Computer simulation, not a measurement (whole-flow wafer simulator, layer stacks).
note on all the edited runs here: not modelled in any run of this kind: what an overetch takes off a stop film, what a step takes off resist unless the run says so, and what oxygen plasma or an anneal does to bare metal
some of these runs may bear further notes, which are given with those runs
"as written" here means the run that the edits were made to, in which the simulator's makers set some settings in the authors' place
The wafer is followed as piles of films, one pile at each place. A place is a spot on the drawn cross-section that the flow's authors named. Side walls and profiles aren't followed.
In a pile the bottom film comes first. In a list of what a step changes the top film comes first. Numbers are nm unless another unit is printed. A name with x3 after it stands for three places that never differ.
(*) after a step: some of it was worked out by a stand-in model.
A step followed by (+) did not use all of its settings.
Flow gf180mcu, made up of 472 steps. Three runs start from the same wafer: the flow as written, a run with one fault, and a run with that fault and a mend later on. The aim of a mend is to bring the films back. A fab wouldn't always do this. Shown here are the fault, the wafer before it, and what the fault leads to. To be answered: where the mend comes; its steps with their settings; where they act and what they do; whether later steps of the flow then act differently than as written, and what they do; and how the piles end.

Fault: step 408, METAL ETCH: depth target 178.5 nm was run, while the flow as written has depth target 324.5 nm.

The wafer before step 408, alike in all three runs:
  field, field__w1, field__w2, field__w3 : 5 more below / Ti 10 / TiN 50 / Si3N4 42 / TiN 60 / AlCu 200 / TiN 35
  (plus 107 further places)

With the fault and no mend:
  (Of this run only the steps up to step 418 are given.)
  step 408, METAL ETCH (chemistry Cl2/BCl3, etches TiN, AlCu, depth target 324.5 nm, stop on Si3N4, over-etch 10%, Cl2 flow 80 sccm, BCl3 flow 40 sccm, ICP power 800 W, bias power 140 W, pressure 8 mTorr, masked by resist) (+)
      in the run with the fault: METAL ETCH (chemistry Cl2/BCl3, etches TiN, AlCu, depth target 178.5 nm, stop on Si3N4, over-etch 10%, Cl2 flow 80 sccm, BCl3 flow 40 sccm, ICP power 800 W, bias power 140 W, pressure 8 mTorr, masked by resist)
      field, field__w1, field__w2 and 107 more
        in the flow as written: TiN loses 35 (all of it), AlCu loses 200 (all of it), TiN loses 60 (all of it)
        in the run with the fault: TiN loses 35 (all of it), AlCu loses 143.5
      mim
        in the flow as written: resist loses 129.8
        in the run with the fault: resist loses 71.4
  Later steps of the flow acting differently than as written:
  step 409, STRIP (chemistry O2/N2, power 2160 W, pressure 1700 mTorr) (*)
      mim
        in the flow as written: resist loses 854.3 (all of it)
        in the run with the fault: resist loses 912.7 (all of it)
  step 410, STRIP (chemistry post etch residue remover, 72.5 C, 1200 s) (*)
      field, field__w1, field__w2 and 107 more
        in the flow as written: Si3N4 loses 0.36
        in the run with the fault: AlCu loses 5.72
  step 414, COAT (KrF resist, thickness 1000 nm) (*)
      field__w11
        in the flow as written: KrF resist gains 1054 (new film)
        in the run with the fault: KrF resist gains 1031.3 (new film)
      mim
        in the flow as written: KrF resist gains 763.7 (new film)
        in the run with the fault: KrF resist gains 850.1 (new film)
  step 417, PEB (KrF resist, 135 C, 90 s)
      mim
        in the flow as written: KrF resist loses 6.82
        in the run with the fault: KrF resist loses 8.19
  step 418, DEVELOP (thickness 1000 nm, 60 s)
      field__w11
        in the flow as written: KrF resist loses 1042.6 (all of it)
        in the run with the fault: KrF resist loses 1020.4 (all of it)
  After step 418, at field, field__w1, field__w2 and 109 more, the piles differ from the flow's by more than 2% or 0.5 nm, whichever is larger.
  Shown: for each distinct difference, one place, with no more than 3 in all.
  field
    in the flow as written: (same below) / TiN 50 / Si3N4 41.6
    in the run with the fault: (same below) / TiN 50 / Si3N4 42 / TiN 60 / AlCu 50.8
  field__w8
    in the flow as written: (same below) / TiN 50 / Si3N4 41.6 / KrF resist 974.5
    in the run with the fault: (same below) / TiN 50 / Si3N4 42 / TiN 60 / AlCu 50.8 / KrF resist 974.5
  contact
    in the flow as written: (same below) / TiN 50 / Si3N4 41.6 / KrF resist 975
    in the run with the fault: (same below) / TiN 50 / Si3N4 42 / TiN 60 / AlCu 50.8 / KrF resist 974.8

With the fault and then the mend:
  After step 410 comes the mend.
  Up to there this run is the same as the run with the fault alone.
  step 410a, DEHYDRATE (200 C, 60 s) (the flow's step 401 again)
      leaves every film unchanged at each place that is followed
  step 410b, HMDS (120 C, 60 s) (the flow's step 402 again)
      leaves every film unchanged at each place that is followed
  step 410c, COAT (resist, thickness 1000 nm) (*) (the flow's step 403 again)
      field__w8, m1__w1, iso_ptap_pw and 39 more
        resist gains 1000 (new film)
      p_well, sti, spacer, sd_n, mim_1p0, pad, dice_street
        resist gains 1000.4 (new film)
      field, ld_drift_p, ld_drn_p, ld_body_p_dnw, nw_sep_fld, m1_nw
        resist gains 1001.1 (new film)
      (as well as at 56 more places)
  step 410d, SOFTBAKE (resist) (the flow's step 404 again)
      field, ld_drift_p
        resist loses 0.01
      field__w9, nplus_u
        resist loses 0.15
      field__w2
        resist gains 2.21
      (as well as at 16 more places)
  step 410e, EXPOSE (photomask FuseTop) (the flow's step 405 again)
      leaves every film unchanged at each place that is followed
  step 410f, PEB (resist, 70.3 s) (the flow's step 406 again)
      field, field__w1, field__w5 and 96 more
        resist loses 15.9
      field__w2, field__w3, field__w12, pplus_u, ppoly_sal, nw_enc_fld_lv__w4
        resist loses 16
      field__w7, field__w11, field__w13, ppoly_u, npoly_sal
        resist loses 16.1
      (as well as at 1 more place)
  step 410g, DEVELOP (thickness 1000 nm, 60 s) (the flow's step 407 again)
      field__w8, m1__w1, iso_ptap_pw and 39 more
        resist loses 984.1 (all of it)
      field_sub__w1, field_sub__w5, n_well, sd_p, gate_p, active_nat, nw_enc_fld_lv, nw_enc_fld_lv__w3
        resist loses 984.8 (all of it)
      field, ld_fp_p, ld_drift_p, ld_drn_p, ld_body_p_dnw, nw_sep_fld, m1_nw
        resist loses 985.2 (all of it)
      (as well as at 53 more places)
  step 410h, METAL ETCH (chemistry Cl2/BCl3, etches TiN, AlCu, depth target 146 nm, stop on Si3N4, over-etch 10%, Cl2 flow 80 sccm, BCl3 flow 40 sccm, ICP power 800 W, bias power 140 W, pressure 8 mTorr, masked by resist) (+) (the flow's step 408 again, with other settings)
      field, field__w1, field__w2 and 107 more
        AlCu loses 50.8 (all of it), TiN loses 60 (all of it)
      mim
        resist loses 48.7
  step 410i, STRIP (chemistry O2/N2, power 2160 W, pressure 1700 mTorr) (*) (the flow's step 409 again)
      mim
        resist loses 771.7 (all of it)
  step 410j, STRIP (chemistry post etch residue remover, 72.5 C, 1200 s) (*) (the flow's step 410 again)
      field, field__w1, field__w2 and 107 more
        Si3N4 loses 0.36
      mim
        TiN loses 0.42
  None of the later steps of the flow differs from how it acts as written, at any place that is followed, by more than 2% or 0.5 nm, whichever is larger.
  The piles end only slightly different from the flow's at the places that both follow, by no more than 2% or 0.5 nm, whichever is larger.
